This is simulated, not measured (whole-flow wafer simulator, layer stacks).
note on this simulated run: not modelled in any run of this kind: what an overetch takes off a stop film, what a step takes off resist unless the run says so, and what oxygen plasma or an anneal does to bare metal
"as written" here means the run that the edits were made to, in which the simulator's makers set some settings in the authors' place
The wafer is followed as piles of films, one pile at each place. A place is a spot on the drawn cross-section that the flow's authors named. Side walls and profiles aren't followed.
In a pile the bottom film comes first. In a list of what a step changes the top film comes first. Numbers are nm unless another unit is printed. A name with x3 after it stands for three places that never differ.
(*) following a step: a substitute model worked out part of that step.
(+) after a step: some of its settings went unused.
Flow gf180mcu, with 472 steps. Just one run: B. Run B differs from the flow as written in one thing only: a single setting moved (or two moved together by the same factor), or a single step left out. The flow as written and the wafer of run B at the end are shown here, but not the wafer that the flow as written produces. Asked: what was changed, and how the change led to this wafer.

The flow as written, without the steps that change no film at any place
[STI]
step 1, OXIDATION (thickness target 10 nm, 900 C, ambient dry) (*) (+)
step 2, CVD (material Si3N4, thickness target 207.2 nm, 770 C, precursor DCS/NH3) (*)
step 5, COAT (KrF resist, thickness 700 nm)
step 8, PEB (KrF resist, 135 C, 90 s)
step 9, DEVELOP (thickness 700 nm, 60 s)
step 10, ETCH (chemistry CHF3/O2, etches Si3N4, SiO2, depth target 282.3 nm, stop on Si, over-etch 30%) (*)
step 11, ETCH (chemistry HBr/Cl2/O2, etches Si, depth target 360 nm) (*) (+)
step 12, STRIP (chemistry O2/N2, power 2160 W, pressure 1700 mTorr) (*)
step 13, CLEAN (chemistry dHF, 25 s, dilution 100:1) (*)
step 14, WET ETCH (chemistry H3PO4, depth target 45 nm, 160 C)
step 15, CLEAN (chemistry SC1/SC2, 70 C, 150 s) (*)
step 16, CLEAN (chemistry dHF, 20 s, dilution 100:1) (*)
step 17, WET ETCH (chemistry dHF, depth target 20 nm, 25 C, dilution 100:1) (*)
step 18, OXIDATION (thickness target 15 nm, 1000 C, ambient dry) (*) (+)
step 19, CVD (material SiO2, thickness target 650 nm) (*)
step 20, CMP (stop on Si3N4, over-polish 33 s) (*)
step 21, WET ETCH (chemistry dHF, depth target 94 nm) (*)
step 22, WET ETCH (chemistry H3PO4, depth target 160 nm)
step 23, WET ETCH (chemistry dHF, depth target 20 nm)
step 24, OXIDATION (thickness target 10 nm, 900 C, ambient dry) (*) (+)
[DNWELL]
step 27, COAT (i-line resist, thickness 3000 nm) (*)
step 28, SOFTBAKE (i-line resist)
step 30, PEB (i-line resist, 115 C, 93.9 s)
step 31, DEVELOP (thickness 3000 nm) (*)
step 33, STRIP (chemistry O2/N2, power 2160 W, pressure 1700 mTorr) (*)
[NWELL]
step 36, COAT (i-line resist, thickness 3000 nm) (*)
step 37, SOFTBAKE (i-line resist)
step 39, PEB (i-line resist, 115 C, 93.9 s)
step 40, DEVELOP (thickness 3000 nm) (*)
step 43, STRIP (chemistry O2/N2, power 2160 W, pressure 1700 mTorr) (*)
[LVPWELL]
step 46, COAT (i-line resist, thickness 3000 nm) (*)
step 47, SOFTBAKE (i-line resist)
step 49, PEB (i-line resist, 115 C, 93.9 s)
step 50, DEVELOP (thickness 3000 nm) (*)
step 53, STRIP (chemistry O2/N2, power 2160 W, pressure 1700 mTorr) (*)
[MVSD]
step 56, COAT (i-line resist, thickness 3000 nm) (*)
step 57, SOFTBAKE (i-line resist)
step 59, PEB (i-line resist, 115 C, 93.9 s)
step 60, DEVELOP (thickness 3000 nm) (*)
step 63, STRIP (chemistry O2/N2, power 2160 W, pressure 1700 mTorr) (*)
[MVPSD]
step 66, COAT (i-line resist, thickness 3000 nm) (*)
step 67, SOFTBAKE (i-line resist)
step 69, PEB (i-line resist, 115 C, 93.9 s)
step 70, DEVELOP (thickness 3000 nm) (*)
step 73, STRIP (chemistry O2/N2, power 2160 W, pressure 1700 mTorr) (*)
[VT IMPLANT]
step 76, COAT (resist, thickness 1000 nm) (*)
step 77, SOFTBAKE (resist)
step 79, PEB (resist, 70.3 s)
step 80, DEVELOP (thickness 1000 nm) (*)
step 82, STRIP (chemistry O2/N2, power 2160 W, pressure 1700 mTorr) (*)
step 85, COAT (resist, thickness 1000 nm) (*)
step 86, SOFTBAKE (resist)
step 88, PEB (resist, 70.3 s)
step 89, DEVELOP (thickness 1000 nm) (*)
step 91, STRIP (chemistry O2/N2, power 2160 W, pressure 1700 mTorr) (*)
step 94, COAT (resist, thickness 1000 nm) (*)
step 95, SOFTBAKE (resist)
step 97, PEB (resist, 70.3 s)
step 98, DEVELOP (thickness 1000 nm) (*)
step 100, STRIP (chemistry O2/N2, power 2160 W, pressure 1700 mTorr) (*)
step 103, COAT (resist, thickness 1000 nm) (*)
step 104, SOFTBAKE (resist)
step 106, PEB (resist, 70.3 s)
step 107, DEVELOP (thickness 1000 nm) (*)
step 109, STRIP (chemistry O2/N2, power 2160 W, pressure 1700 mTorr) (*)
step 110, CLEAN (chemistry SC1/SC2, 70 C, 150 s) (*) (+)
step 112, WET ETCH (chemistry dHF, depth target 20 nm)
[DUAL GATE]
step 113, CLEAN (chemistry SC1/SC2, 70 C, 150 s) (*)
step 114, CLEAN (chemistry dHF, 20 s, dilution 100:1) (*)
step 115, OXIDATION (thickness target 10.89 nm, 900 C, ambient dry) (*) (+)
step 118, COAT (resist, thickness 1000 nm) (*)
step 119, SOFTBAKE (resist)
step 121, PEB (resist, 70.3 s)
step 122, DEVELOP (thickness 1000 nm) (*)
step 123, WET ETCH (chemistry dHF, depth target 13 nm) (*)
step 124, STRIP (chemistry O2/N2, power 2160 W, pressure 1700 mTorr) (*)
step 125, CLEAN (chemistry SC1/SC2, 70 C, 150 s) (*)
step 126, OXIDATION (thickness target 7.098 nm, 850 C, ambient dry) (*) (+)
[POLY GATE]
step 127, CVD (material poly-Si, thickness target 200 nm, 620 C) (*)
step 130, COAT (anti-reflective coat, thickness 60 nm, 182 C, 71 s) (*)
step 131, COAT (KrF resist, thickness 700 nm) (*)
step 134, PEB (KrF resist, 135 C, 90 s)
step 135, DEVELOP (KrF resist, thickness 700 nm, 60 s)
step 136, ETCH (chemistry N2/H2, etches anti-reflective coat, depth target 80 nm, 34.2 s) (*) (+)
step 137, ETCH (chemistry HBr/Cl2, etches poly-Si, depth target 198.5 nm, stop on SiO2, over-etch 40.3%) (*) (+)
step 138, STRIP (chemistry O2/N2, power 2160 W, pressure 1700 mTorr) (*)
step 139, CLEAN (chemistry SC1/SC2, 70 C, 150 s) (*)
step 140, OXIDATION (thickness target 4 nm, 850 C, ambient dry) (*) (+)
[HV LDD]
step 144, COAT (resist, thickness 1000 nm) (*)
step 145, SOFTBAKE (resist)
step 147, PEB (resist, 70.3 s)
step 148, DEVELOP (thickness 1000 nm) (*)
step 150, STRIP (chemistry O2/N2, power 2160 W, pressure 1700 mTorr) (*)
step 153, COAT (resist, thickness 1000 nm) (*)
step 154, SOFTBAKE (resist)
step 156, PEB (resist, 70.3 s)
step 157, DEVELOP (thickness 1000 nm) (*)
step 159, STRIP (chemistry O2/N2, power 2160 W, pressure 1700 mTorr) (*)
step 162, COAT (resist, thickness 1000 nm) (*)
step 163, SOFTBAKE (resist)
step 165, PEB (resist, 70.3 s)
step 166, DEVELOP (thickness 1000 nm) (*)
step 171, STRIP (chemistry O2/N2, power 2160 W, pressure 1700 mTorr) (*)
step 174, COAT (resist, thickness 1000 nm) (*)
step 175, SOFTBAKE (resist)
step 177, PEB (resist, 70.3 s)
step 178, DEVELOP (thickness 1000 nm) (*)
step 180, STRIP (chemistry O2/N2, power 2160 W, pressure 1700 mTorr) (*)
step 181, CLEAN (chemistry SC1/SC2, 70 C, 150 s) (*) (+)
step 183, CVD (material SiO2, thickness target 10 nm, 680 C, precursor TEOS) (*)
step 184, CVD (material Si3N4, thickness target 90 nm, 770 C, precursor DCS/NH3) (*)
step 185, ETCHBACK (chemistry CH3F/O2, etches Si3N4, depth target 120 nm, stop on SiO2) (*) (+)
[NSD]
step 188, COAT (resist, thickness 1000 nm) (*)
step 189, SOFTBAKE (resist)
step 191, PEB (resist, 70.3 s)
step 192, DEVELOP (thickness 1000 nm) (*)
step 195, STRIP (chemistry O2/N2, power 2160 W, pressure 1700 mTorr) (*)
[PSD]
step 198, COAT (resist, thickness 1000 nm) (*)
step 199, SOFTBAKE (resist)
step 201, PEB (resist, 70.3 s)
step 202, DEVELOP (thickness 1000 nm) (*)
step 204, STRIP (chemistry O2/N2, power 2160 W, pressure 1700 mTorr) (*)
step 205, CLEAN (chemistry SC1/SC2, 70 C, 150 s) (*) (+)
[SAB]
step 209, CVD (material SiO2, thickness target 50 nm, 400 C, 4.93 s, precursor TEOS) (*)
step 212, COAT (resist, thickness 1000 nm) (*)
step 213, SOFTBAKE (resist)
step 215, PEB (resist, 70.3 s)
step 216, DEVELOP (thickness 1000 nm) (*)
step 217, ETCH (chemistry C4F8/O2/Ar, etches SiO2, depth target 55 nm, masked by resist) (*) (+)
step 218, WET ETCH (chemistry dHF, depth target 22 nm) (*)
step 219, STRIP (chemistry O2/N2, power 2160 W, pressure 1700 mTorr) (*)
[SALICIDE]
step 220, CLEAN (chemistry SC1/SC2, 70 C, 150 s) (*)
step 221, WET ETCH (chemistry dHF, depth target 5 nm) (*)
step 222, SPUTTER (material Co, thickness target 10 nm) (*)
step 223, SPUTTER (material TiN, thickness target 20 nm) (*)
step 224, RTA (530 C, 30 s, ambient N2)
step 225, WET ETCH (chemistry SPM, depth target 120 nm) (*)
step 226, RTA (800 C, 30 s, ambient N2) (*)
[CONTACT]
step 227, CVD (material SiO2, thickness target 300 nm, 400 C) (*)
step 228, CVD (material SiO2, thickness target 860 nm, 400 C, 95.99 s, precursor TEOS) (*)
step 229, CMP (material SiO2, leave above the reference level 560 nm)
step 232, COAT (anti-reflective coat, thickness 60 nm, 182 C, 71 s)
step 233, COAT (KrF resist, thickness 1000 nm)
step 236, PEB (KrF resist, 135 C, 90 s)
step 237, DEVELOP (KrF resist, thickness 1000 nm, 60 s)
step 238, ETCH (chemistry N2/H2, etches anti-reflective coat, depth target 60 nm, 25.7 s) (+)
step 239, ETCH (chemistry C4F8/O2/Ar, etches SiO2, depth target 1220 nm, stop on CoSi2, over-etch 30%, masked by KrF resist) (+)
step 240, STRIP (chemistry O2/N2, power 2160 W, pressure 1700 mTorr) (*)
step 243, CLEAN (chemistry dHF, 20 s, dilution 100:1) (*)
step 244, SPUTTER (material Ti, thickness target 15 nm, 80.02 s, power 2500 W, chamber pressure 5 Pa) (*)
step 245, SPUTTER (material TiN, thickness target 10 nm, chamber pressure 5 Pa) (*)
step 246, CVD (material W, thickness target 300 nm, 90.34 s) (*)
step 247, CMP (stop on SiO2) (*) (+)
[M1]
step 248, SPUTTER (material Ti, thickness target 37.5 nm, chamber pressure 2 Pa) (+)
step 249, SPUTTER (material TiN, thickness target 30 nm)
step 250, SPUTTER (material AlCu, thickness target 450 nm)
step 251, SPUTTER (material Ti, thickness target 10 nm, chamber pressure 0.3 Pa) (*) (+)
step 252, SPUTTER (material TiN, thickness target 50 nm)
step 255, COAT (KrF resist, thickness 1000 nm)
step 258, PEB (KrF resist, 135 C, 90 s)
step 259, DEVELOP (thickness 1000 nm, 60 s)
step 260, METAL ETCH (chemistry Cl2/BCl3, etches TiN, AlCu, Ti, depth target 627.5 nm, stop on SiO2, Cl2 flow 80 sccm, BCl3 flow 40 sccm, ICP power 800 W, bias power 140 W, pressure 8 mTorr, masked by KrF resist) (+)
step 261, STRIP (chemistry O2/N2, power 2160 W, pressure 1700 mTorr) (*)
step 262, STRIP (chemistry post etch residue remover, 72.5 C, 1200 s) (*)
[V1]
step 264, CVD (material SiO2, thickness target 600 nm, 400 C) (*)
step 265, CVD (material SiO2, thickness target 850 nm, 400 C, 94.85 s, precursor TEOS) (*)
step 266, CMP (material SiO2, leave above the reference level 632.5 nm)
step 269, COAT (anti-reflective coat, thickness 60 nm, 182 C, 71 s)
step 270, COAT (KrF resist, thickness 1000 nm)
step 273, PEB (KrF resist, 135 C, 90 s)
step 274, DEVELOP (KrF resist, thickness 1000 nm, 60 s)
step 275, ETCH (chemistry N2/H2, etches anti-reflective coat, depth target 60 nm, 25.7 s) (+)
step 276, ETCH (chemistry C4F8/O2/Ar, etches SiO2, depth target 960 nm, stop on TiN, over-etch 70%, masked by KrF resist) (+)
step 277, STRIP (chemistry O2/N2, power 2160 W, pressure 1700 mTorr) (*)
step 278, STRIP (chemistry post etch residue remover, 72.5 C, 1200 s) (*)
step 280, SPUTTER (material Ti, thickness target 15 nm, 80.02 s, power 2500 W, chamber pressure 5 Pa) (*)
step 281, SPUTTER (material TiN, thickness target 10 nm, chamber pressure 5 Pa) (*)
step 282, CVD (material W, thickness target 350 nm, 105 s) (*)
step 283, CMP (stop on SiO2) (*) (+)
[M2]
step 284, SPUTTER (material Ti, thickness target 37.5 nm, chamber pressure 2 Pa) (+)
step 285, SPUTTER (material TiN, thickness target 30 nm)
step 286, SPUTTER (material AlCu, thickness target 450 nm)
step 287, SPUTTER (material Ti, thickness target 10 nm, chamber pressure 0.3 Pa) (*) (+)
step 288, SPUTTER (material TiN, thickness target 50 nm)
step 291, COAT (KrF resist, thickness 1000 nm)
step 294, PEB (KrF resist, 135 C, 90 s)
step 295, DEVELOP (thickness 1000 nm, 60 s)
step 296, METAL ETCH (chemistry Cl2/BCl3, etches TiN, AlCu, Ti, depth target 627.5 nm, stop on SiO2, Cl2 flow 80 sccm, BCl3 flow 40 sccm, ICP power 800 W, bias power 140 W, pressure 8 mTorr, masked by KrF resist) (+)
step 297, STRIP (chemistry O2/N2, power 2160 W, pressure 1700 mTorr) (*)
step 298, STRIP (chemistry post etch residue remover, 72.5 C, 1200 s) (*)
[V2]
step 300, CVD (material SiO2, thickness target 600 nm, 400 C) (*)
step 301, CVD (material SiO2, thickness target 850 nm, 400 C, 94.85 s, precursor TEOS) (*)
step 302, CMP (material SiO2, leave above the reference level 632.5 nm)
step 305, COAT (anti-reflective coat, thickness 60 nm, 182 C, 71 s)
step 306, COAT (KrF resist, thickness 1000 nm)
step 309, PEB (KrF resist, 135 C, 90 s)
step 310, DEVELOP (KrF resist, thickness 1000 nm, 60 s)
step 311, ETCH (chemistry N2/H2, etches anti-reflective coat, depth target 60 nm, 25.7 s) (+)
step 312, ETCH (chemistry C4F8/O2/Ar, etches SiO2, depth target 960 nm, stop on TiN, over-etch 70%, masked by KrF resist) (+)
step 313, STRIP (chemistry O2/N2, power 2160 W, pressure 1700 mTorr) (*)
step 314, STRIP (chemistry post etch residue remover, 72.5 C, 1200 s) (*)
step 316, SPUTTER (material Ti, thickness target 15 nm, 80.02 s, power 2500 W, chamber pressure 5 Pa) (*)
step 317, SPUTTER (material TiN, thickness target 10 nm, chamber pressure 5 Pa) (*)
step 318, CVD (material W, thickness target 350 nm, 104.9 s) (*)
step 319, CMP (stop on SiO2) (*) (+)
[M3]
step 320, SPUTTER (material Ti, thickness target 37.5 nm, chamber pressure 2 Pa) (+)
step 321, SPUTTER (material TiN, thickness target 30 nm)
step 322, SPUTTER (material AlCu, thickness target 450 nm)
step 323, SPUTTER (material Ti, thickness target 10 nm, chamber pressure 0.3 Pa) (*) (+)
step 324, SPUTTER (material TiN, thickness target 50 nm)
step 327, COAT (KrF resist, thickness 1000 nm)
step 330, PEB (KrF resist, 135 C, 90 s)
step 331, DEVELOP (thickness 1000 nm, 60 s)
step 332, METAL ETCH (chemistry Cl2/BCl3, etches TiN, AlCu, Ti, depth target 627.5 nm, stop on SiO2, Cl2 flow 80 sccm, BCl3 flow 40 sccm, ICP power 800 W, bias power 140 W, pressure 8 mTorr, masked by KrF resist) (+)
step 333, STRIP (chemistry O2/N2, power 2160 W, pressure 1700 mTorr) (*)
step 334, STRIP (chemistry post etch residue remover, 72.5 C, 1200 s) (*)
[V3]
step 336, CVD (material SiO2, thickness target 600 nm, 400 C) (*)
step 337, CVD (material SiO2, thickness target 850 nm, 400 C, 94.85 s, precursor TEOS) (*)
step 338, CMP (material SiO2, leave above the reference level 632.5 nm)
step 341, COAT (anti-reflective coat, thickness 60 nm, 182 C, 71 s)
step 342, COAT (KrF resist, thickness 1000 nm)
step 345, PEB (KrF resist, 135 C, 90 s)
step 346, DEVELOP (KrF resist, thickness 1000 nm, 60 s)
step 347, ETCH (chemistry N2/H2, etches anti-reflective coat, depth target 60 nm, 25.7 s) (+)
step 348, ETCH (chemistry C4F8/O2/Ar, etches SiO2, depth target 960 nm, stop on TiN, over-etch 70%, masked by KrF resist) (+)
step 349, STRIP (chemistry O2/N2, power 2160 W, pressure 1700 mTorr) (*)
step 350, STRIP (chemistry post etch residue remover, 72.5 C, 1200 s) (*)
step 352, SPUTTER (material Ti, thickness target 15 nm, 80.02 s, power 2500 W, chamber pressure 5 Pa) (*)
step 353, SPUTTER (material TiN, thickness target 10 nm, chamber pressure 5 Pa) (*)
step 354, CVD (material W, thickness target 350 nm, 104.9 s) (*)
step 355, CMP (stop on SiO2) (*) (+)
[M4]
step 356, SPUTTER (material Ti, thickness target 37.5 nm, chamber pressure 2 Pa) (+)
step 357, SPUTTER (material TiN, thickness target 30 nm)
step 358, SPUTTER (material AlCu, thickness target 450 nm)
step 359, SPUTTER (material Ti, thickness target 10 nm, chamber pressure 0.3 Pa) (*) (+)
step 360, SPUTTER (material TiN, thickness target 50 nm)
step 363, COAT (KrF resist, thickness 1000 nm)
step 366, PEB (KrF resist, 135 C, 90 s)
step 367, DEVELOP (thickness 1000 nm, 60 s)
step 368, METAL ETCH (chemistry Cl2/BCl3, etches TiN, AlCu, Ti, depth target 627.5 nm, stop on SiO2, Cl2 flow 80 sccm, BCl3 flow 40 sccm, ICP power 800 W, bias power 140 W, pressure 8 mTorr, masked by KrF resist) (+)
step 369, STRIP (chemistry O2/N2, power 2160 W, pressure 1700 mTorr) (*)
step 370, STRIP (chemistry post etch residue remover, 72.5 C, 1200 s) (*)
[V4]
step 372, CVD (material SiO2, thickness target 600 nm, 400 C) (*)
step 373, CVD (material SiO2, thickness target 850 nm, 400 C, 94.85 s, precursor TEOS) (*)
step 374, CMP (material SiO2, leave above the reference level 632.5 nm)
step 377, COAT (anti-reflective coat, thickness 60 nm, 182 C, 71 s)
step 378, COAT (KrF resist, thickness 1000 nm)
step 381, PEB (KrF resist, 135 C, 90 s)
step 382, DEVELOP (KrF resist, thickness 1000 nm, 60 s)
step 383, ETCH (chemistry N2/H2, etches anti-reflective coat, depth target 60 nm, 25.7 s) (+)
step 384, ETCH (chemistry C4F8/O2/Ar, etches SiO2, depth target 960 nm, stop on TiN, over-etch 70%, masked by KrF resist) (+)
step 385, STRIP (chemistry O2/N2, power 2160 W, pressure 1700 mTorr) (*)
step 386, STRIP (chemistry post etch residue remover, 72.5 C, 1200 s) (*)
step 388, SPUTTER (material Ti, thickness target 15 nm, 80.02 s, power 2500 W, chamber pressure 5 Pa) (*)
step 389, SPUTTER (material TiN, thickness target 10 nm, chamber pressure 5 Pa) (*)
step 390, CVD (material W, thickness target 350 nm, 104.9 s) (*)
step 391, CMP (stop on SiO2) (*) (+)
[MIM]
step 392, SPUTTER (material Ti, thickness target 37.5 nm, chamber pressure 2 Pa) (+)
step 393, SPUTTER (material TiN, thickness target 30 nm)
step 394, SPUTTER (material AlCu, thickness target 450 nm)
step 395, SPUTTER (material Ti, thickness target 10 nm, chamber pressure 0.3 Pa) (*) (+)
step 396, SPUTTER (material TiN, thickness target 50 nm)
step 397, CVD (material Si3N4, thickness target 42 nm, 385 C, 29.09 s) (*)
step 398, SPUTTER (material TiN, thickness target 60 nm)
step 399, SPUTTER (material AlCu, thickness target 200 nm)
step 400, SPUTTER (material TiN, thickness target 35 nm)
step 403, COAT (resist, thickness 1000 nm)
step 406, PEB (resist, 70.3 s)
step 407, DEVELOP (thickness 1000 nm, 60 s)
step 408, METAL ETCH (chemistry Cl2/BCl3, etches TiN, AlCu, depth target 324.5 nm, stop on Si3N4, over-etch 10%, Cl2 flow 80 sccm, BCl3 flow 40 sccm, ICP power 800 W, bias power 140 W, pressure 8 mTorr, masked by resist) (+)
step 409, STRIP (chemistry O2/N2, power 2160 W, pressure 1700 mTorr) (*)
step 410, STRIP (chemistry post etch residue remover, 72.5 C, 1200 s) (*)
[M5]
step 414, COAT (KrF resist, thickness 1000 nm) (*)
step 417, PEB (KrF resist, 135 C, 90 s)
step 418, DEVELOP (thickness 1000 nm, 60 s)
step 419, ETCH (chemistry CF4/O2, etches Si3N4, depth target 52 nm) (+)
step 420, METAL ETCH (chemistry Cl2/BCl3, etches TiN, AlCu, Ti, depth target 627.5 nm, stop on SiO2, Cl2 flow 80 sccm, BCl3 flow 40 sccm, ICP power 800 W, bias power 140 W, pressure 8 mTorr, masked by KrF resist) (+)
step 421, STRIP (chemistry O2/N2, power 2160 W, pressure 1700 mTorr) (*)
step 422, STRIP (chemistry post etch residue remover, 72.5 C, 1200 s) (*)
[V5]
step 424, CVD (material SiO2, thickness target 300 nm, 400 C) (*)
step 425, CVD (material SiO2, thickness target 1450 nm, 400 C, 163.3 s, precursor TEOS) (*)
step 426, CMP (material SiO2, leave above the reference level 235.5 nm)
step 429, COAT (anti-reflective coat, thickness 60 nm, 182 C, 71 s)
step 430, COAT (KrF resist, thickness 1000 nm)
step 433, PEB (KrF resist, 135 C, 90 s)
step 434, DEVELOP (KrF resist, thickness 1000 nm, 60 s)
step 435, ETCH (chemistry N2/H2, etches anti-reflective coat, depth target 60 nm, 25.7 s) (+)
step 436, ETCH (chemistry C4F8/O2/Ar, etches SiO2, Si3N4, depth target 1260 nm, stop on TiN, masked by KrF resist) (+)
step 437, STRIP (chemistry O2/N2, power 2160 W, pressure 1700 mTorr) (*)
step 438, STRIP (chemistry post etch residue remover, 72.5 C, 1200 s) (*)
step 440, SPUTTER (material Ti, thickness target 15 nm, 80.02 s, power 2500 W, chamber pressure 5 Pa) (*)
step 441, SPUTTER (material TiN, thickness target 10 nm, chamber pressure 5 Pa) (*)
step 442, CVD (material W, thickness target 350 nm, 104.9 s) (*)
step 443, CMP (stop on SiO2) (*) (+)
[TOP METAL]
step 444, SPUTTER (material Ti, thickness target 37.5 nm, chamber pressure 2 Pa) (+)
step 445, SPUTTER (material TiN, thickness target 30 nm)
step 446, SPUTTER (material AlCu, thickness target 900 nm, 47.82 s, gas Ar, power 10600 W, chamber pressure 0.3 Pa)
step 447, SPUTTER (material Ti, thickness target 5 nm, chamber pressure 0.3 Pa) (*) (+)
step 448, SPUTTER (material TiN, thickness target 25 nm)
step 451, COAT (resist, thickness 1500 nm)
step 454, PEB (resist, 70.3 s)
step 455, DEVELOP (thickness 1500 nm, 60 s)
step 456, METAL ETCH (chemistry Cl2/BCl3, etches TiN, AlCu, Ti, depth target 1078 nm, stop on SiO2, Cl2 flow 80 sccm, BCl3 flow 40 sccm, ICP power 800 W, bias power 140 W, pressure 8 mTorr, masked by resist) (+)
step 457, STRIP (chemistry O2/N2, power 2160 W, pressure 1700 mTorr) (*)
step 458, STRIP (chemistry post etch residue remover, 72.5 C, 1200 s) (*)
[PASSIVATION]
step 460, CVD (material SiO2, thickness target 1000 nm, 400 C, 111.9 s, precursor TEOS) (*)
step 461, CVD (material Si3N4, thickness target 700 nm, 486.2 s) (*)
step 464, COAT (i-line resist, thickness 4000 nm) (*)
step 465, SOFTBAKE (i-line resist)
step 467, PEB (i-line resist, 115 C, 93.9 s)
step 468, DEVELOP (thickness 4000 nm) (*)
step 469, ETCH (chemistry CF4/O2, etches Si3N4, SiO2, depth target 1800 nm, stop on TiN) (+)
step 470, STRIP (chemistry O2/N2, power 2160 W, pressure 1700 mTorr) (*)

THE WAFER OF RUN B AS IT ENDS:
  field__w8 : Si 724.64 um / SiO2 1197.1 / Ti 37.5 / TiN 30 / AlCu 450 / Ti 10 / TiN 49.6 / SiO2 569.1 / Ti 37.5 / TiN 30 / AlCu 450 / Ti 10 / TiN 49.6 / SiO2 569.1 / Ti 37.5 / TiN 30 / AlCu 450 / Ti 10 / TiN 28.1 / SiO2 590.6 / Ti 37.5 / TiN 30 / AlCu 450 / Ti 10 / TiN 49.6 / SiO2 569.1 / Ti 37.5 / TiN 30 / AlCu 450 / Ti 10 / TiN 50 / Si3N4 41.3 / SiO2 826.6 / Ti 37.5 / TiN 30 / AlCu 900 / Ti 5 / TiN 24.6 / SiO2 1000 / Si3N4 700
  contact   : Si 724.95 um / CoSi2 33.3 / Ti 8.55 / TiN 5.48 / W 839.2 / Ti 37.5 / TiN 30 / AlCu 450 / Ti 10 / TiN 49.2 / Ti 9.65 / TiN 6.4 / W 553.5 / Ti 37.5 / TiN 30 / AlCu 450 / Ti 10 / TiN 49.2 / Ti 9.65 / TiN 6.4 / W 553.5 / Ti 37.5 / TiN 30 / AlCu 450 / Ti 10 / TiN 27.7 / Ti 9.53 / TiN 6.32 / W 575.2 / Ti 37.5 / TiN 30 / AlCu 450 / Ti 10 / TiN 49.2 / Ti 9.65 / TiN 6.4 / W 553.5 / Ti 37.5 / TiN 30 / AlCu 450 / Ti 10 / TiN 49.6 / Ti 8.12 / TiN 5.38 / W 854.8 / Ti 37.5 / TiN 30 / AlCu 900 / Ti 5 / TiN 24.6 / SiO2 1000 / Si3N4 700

The reason: step 324, SPUTTER: thickness target 28.5 nm was run, while the flow as written has thickness target 50 nm.

How this came from the change, step by step:
  step 324, SPUTTER (material TiN, thickness target 50 nm)
      field, field__w1, field__w2 and 108 more: TiN gains 28.5 (new film) (it would be, as written: TiN gains 50 (new film))
  step 332, METAL ETCH (chemistry Cl2/BCl3, etches TiN, AlCu, Ti, depth target 627.5 nm, stop on SiO2, Cl2 flow 80 sccm, BCl3 flow 40 sccm, ICP power 800 W, bias power 140 W, pressure 8 mTorr, masked by KrF resist) (+)
      field, field__w1, field__w2 and 103 more: TiN loses 28.5 (all of it), Ti loses 10 (all of it), AlCu loses 450 (all of it), TiN loses 30 (all of it), Ti loses 37.5 (all of it) (it would be, as written: TiN loses 50 (all of it), Ti loses 10 (all of it), AlCu loses 450 (all of it), TiN loses 30 (all of it), Ti loses 37.5 (all of it))
  step 338, CMP (material SiO2, leave above the reference level 632.5 nm)
      field__w8, contact, m1, m1__w1, m1_nw: SiO2 loses 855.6 (it would be, as written: SiO2 loses 877.1)
  step 348, ETCH (chemistry C4F8/O2/Ar, etches SiO2, depth target 960 nm, stop on TiN, over-etch 70%, masked by KrF resist) (+)
      contact: SiO2 loses 594 (all of it) (it would be, as written: SiO2 loses 572.5 (all of it))
  step 354, CVD (material W, thickness target 350 nm, 104.9 s) (*)
      contact: W gains 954 (new film) (it would be, as written: W gains 932.3 (new film))
